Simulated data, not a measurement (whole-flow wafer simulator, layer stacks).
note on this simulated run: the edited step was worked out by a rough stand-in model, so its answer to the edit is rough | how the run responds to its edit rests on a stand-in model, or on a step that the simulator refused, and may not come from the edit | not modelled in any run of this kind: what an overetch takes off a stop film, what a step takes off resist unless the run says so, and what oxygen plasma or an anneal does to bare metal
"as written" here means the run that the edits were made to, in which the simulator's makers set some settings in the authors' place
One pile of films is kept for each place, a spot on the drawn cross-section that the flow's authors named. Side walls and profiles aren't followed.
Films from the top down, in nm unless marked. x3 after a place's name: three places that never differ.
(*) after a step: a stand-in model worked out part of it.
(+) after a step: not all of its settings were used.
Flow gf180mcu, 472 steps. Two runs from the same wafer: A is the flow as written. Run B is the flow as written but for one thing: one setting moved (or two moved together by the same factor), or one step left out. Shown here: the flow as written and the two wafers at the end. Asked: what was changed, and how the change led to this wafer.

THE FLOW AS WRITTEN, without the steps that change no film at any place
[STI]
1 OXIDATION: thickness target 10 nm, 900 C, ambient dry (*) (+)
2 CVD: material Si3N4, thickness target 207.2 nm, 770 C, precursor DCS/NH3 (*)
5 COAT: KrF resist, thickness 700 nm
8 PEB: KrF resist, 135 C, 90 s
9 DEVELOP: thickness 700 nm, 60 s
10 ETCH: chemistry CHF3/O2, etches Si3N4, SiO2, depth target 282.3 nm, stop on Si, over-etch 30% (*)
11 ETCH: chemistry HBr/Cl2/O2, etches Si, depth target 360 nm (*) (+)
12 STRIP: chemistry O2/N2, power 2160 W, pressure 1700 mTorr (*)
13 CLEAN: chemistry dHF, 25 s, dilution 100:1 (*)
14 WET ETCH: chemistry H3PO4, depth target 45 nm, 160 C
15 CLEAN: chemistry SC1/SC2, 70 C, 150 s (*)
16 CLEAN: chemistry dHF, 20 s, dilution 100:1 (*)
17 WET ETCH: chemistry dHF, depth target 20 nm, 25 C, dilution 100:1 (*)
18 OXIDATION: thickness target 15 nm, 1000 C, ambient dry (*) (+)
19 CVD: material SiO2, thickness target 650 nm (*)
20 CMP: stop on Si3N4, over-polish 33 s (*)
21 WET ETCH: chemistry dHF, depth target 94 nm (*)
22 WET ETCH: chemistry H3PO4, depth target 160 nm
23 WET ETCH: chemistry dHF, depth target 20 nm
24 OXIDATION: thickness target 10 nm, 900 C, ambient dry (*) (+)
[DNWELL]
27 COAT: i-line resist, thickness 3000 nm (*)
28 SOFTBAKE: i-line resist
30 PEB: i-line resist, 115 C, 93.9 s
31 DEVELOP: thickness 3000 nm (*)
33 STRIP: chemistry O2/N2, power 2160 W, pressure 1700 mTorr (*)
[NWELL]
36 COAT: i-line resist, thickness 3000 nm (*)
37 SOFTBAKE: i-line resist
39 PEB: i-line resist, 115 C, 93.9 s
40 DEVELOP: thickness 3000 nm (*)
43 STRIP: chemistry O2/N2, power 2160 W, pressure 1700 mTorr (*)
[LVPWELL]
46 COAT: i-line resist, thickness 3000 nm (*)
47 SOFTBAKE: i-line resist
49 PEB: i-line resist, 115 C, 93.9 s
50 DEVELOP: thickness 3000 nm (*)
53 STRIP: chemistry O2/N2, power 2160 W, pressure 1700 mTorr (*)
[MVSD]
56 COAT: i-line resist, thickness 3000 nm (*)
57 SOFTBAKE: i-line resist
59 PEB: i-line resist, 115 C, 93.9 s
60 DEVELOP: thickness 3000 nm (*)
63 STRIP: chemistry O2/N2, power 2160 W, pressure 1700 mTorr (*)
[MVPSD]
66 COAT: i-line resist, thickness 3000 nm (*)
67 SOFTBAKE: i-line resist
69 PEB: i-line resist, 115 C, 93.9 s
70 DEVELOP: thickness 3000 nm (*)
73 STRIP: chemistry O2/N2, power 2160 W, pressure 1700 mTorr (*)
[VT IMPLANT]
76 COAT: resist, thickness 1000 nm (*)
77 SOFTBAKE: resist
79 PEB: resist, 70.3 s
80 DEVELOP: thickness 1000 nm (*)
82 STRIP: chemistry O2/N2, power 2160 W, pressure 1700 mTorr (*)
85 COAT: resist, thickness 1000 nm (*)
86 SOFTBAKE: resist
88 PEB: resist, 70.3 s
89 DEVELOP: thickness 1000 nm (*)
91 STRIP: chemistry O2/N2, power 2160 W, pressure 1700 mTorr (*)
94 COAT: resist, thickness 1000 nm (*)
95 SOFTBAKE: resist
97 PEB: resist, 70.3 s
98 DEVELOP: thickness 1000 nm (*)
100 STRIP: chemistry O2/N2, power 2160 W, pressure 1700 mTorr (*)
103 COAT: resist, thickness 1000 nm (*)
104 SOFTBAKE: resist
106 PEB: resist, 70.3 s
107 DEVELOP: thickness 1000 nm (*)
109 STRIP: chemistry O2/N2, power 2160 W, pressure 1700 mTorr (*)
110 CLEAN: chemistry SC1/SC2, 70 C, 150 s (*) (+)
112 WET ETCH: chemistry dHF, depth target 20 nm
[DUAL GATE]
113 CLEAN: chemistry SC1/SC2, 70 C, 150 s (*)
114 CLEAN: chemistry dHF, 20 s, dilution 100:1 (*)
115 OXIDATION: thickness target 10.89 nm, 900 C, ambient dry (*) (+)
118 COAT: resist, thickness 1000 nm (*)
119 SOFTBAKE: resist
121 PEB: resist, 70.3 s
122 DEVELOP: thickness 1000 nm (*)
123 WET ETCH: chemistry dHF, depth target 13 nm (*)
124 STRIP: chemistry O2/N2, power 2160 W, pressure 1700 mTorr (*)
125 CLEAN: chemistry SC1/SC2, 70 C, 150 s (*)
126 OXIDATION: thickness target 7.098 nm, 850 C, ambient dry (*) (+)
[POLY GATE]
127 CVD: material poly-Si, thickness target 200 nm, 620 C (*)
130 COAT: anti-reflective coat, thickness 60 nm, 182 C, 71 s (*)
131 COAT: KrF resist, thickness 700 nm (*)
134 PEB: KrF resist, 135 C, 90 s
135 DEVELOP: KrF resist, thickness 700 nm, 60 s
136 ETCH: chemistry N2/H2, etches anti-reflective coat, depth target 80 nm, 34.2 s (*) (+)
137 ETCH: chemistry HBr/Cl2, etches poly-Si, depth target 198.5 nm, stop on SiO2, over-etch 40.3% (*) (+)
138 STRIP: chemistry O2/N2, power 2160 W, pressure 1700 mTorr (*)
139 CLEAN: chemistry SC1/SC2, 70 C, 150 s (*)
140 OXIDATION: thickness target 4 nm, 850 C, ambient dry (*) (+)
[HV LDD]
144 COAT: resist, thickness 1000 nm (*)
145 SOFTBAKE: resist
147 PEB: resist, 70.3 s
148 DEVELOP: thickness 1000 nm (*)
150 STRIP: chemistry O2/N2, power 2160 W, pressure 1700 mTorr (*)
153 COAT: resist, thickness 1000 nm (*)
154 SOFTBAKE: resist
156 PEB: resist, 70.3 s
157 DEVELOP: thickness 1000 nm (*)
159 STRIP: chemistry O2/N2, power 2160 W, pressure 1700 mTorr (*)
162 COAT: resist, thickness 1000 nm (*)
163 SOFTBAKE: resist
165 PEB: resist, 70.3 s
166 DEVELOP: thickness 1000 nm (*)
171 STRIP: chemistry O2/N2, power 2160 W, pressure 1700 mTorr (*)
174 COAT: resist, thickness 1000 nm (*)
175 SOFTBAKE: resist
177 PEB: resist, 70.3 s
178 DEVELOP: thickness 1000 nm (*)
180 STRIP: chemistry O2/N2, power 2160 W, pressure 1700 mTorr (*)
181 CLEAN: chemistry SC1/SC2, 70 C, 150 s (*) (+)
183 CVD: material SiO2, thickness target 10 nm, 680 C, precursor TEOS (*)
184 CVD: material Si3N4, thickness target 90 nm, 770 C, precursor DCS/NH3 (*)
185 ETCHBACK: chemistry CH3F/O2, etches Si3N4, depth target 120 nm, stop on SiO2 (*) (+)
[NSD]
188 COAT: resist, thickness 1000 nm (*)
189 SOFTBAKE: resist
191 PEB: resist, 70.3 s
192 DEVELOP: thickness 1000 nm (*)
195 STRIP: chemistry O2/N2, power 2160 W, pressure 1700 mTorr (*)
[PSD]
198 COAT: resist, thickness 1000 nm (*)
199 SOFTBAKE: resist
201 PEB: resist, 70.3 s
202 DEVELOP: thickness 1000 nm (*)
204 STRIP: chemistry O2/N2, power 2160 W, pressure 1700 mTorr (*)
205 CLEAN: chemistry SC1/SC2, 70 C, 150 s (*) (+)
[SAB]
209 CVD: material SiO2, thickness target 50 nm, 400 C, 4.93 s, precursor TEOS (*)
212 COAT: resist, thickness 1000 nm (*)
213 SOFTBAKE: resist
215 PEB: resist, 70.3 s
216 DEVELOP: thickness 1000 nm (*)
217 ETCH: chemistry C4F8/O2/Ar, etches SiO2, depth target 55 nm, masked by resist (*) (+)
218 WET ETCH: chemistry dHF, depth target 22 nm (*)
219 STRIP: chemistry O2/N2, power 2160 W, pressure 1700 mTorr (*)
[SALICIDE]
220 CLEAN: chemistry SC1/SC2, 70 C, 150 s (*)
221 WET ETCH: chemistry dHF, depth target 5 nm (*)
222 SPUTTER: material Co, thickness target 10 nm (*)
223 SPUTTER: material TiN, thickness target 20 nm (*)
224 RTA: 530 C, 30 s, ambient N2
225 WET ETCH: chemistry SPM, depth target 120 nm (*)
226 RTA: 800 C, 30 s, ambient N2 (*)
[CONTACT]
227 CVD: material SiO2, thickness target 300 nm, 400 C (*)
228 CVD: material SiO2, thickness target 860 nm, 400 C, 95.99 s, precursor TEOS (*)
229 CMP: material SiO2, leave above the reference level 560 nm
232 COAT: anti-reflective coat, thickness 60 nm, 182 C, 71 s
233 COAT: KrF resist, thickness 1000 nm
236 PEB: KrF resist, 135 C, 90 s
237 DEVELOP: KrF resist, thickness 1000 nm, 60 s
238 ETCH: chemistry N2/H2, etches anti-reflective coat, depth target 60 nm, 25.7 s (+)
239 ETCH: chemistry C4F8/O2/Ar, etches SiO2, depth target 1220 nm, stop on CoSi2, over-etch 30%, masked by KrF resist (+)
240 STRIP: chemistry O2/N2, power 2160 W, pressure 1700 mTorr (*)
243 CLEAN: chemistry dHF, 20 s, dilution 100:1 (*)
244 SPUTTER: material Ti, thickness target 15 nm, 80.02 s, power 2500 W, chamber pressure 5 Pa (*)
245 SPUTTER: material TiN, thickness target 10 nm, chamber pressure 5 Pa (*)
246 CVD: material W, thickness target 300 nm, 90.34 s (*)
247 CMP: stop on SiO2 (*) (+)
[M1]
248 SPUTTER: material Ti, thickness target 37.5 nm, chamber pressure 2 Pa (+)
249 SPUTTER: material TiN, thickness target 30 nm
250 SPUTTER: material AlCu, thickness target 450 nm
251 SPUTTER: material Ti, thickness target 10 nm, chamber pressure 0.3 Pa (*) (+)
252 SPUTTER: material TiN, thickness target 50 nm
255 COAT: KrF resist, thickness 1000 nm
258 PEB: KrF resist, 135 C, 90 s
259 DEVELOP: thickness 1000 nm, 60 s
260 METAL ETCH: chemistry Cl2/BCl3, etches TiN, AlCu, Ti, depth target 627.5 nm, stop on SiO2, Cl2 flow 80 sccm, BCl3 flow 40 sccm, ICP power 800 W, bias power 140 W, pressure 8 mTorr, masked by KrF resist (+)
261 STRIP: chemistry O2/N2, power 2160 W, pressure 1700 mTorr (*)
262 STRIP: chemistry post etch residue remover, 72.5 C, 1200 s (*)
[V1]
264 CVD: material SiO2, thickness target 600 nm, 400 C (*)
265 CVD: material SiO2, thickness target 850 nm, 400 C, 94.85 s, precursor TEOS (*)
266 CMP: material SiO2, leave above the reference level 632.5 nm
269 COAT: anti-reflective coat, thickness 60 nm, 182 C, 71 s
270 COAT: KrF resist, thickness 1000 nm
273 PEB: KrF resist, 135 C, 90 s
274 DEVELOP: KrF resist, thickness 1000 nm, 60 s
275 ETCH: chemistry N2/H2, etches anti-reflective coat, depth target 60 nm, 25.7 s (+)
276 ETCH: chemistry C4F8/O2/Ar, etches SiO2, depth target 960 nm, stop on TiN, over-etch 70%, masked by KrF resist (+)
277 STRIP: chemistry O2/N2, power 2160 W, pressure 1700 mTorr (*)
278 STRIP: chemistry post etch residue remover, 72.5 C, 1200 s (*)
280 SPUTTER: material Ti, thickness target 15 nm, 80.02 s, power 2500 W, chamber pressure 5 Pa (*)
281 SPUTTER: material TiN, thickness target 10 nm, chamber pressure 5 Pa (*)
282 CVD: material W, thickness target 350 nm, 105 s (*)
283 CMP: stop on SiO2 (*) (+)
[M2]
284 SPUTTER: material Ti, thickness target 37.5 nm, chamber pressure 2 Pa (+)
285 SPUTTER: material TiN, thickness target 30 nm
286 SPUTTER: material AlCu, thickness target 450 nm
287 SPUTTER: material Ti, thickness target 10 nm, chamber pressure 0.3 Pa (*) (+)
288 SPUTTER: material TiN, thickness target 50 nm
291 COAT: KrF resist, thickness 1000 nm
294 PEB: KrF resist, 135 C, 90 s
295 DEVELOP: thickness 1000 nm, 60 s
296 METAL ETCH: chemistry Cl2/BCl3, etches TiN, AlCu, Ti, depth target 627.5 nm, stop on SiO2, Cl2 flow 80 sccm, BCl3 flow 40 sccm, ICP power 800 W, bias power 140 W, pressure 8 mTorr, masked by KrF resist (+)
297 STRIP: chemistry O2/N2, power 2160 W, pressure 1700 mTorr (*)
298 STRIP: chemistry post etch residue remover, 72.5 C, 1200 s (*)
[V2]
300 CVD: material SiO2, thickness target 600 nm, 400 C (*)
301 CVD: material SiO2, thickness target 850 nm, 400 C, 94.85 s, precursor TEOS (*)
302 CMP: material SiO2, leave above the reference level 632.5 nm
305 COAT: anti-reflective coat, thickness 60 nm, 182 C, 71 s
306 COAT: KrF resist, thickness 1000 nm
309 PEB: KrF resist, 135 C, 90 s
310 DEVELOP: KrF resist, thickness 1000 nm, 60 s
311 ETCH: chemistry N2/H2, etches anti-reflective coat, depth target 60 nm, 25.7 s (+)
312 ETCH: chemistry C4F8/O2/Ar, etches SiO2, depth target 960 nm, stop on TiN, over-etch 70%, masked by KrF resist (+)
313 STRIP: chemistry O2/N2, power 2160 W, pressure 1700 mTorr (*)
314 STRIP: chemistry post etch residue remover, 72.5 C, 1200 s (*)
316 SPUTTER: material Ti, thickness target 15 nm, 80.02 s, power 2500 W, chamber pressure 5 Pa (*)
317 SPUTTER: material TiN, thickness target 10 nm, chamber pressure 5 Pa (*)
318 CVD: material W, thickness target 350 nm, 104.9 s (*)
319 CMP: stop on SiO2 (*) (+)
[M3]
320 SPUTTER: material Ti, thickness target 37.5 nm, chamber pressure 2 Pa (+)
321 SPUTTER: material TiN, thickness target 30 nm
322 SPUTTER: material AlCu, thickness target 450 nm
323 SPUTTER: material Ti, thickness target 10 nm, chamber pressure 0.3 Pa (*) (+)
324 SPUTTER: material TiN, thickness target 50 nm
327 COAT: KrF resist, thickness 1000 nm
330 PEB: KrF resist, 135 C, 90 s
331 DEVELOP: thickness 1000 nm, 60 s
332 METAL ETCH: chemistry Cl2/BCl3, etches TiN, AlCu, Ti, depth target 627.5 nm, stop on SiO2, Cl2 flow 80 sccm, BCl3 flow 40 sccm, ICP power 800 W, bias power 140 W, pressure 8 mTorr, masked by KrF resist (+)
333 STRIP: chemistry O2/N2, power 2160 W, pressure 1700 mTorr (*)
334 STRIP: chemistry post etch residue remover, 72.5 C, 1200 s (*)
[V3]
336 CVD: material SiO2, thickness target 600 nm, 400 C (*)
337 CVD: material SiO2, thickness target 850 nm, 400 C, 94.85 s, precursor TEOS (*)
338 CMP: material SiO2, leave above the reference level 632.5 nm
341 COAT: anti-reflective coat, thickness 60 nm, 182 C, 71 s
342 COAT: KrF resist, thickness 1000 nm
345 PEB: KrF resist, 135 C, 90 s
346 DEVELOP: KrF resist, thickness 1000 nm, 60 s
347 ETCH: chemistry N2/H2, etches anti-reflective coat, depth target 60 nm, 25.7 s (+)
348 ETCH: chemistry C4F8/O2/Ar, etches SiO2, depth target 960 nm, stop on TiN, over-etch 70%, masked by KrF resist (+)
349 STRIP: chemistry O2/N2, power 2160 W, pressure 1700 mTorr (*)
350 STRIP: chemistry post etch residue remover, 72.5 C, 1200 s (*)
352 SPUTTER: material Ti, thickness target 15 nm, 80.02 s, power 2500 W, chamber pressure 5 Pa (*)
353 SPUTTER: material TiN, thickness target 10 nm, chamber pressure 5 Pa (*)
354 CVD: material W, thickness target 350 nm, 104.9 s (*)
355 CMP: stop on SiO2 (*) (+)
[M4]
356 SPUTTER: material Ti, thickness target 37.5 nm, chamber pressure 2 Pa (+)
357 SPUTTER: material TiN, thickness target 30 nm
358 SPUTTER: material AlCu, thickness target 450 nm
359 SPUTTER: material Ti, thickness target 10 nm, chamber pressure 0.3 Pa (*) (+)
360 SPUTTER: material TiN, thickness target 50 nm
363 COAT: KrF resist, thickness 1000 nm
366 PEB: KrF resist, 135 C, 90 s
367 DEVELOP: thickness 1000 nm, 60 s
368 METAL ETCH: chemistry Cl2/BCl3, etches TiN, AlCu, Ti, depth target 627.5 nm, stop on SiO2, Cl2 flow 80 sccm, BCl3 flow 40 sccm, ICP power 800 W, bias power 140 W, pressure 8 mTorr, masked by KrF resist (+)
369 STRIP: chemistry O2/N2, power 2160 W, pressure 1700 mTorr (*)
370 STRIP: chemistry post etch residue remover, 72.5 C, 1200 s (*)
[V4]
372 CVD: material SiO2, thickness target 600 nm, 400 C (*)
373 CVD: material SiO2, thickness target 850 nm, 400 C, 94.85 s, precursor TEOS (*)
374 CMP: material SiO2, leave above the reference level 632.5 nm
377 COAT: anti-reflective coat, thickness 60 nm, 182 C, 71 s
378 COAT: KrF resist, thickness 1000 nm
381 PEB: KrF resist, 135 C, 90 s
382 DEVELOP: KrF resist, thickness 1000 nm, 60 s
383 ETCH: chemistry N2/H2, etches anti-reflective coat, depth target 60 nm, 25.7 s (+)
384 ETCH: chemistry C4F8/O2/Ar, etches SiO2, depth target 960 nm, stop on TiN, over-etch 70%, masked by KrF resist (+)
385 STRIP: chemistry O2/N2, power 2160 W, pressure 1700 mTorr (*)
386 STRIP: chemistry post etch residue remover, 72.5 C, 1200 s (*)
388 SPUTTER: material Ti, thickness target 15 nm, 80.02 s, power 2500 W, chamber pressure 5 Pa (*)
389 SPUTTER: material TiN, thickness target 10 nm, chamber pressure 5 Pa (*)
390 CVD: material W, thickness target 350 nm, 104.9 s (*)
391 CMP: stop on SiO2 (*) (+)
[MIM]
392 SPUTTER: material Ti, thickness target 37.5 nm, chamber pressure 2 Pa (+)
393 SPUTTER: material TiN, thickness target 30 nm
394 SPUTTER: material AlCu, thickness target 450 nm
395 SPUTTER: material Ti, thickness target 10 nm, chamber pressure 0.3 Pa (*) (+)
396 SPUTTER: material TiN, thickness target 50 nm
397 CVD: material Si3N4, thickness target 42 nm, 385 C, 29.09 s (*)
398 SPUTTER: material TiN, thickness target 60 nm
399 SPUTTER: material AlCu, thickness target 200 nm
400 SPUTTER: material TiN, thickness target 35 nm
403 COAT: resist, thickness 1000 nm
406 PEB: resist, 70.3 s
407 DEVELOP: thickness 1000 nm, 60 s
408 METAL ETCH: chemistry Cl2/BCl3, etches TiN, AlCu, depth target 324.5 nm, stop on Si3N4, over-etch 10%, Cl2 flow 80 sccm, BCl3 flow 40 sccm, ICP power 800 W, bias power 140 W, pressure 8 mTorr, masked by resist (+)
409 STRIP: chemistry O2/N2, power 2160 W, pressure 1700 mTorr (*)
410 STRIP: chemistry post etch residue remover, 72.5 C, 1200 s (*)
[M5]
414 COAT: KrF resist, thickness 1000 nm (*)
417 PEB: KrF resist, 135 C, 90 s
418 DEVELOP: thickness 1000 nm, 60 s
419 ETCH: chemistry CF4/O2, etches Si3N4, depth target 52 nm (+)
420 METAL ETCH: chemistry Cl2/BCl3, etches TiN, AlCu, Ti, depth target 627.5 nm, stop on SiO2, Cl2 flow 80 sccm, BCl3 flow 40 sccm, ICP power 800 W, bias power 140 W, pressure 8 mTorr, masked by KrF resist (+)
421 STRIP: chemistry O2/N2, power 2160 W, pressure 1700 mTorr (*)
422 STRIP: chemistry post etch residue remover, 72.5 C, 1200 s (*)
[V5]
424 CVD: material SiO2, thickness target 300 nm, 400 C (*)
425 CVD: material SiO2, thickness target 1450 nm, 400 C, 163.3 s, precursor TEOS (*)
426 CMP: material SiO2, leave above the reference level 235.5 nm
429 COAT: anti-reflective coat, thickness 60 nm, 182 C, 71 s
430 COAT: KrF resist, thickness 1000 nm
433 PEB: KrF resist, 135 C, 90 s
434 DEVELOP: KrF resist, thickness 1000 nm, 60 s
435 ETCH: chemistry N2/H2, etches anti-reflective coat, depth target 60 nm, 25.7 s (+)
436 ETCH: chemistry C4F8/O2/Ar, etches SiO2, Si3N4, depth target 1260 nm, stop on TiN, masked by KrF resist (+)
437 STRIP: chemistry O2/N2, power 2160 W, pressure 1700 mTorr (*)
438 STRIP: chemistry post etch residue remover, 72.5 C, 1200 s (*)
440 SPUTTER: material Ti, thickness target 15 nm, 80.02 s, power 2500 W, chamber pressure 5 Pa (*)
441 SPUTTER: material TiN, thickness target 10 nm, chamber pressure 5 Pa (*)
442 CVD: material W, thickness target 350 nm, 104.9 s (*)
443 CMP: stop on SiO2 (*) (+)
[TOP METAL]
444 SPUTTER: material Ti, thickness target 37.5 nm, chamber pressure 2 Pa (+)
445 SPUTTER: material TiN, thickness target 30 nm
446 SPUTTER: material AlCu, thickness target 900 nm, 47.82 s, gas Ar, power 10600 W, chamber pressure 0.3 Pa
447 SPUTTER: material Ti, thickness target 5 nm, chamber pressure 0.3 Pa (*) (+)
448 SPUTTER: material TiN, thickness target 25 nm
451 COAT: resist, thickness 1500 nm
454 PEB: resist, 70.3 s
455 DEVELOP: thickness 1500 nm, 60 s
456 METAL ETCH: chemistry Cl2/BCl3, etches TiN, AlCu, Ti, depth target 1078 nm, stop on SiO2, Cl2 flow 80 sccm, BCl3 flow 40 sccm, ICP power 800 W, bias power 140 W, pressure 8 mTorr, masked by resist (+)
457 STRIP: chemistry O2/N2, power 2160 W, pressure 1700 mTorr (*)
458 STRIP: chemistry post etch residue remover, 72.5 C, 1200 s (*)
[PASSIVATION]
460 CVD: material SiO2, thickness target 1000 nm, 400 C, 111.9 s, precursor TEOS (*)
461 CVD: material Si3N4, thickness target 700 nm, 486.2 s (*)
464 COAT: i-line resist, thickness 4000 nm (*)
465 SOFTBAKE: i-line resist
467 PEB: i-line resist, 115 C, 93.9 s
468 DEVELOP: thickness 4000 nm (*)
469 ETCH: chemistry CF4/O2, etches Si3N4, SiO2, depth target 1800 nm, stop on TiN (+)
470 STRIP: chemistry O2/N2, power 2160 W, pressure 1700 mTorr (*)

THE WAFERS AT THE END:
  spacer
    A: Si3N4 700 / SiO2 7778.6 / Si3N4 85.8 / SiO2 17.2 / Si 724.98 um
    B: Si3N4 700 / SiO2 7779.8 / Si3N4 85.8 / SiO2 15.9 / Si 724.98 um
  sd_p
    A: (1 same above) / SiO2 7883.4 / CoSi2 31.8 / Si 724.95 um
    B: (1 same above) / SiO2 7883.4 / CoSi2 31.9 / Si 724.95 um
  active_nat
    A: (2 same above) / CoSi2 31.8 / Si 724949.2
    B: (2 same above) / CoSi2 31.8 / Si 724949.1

The cause: step 183, CVD: thickness target 8.75 nm was run, where the flow has thickness target 10 nm.

How the change led to this, step by step:
  183 CVD: material SiO2, thickness target 10 nm, 680 C, precursor TEOS (*)
      field, field__w1, field__w2 and 99 more: A SiO2 +10 | B SiO2 +8.75
      ld_drift_p: A SiO2 +9.87 | B SiO2 +8.64
      (and at 1 more place)
  189 SOFTBAKE: resist
      field: A resist +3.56 | B resist -0.36
      active_hv: A resist +2.68 | B resist -0.54
      (and at 1 more place)
  199 SOFTBAKE: resist
      field: A resist +3.56 | B resist -0.36
      active_hv: A resist +2.68 | B resist -0.54
      (and at 1 more place)
  218 WET ETCH: chemistry dHF, depth target 22 nm (*)
      gate, gate_hv, gate_p and 23 more: A SiO2 -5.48 (all of it) | B SiO2 -4.23 (all of it)
      active, p_well, sd_n, iso_ptap_pw, iso_ntap_nw, iso_ptap_sub, vpnp_e: A SiO2 -9.01 (all of it) | B SiO2 -7.76 (all of it)
      (and at 16 more places)
  226 RTA: 800 C, 30 s, ambient N2 (*)
      ld_sd_p: A CoSi2 +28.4 (new film), CoSi -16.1 (all of it), Si -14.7 | B CoSi2 +27.8 (new film), CoSi -15.8 (all of it), Si -14.4
